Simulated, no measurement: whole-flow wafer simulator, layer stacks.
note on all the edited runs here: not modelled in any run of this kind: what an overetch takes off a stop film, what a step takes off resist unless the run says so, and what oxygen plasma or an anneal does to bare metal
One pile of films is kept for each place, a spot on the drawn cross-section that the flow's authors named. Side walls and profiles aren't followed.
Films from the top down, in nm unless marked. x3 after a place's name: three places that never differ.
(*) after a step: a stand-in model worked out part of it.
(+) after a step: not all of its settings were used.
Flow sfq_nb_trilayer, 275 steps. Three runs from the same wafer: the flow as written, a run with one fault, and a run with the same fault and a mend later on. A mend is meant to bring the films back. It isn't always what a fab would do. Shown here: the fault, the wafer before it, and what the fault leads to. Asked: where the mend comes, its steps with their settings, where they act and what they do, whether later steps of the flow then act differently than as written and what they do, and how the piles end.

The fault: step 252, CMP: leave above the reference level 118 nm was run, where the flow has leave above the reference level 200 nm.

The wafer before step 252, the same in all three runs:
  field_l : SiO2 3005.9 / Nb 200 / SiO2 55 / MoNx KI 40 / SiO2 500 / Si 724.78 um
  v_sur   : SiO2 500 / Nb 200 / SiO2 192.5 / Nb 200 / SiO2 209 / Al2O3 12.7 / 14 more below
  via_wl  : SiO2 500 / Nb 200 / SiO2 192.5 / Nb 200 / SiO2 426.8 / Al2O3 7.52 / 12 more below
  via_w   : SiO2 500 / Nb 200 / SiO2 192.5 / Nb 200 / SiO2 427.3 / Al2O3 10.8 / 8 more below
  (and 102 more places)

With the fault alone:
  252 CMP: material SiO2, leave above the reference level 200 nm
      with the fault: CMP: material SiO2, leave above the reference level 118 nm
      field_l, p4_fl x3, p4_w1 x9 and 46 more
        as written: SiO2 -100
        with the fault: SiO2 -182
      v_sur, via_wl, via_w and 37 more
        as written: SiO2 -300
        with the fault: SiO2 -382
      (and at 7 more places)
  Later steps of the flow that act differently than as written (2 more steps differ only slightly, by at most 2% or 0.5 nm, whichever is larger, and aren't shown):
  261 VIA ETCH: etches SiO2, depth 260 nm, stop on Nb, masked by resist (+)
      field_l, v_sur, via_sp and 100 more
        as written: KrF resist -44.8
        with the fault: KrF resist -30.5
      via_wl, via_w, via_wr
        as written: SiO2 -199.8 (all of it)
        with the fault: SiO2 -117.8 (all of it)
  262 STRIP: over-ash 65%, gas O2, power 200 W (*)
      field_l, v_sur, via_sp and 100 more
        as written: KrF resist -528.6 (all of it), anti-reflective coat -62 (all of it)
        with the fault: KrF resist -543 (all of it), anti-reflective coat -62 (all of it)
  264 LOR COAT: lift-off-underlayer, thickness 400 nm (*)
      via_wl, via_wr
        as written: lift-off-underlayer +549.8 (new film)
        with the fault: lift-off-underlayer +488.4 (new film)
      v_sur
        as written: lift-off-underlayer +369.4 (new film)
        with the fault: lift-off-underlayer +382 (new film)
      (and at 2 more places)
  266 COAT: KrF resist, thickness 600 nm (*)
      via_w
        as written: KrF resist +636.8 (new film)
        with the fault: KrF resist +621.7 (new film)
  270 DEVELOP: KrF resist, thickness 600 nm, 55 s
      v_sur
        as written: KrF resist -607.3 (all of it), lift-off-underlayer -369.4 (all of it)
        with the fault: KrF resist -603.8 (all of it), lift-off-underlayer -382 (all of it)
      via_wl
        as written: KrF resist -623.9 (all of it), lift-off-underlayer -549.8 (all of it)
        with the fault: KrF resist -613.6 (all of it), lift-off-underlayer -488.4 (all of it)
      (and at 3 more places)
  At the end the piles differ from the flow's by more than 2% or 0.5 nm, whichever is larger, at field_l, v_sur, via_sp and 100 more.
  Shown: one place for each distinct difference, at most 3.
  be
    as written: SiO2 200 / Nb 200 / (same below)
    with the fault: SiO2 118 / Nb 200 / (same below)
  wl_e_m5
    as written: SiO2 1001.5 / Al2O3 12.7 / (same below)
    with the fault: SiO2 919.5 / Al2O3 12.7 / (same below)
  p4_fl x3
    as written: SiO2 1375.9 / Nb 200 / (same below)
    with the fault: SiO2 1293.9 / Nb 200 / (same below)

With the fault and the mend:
  The mend comes after step 259.
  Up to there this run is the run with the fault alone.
  259a STRIP: over-ash 65%, gas O2, power 200 W (*)
      field_l, v_sur, via_sp and 100 more
        KrF resist -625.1 (all of it), anti-reflective coat -62 (all of it)
      via_wl, via_w, via_wr
        anti-reflective coat -62 (all of it)
  259b PECVD: material SiO2, thickness 82 nm, 150 C, 18.22 s, RF power 183.3 W, pressure 2.4 Torr, precursor SiH4/N2O (the flow's step 251 once more, with other settings)
      field_l, v_sur, via_wl and 103 more
        SiO2 +82
  259c COAT: anti-reflective coat, thickness 62 nm (the flow's step 254 once more)
      field_l, v_sur, via_wl and 103 more
        anti-reflective coat +62 (new film)
  259d COAT: KrF resist, thickness 650 nm (the flow's step 255 once more)
      field_l, v_sur, via_wl and 103 more
        KrF resist +650 (new film)
  259e SOFTBAKE: KrF resist (the flow's step 256 once more)
      changes no film at any place that is followed
  259f EXPOSE: photomask I7, dose 11.93 mJ/cm2, NA 0.6, wavelength 248 nm (*) (the flow's step 257 once more)
      changes no film at any place that is followed
  259g PEB: KrF resist, 90 s (the flow's step 258 once more)
      field_l, v_sur, via_wl and 103 more
        KrF resist -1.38
  259h DEVELOP: KrF resist, thickness 650 nm, 60 s (the flow's step 259 once more)
      field_l, v_sur, via_sp and 100 more
        KrF resist -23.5
      via_wl, via_w, via_wr
        KrF resist -648.6 (all of it)
  No later step of the flow acts differently than as written at any place that is followed.
  At the end the piles are the same as the flow's at every place that both follow.
